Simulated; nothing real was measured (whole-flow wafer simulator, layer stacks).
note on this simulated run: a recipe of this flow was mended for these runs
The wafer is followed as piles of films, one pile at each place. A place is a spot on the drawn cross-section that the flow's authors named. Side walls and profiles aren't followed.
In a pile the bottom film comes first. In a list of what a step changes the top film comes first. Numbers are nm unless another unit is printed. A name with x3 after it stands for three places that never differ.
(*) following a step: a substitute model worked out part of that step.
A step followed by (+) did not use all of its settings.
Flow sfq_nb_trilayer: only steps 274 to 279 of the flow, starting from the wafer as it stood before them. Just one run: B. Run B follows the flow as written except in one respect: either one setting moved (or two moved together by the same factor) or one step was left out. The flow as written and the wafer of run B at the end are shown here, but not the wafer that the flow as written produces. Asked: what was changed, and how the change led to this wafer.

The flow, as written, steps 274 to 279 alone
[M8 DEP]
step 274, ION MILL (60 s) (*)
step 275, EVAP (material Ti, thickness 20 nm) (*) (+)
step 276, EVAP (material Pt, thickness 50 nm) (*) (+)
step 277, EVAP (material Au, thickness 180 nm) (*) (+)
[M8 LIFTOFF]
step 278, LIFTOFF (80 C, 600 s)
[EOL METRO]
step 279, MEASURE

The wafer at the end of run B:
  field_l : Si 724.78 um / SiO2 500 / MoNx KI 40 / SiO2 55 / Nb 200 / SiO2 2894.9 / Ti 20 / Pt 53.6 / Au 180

What caused this: step 276, EVAP: thickness 53.6 nm was run, whereas the flow has thickness 50 nm.
One can read it off the wafer: field_l has Pt 53.6, and step 276 as written asks for 50 nm.

How this came from the change, step by step:
  step 276, EVAP (material Pt, thickness 50 nm) (*) (+)
      field_l, v_sur x3, via_wl x2 and 100 more: +53.6 Pt (new film) (as written it would have been: +50 Pt (new film))
  step 278, LIFTOFF (80 C, 600 s)
      p4_fl x5, p4_w1 x9, p3_s0 x11 and 49 more: -180 Au (all of it), -53.6 Pt (all of it), -20 Ti (all of it), -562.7 KrF-resist-other-grade (all of it), -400 lift-off-underlayer (all of it) (as written it would have been: -180 Au (all of it), -50 Pt (all of it), -20 Ti (all of it), -562.7 KrF-resist-other-grade (all of it), -400 lift-off-underlayer (all of it))
      r_sur, res, r_end: -180 Au (all of it), -53.6 Pt (all of it), -20 Ti (all of it), -559.9 KrF-resist-other-grade (all of it), -399.5 lift-off-underlayer (all of it) (as written it would have been: -180 Au (all of it), -50 Pt (all of it), -20 Ti (all of it), -559.9 KrF-resist-other-grade (all of it), -399.5 lift-off-underlayer (all of it))
      (also at 18 further places)
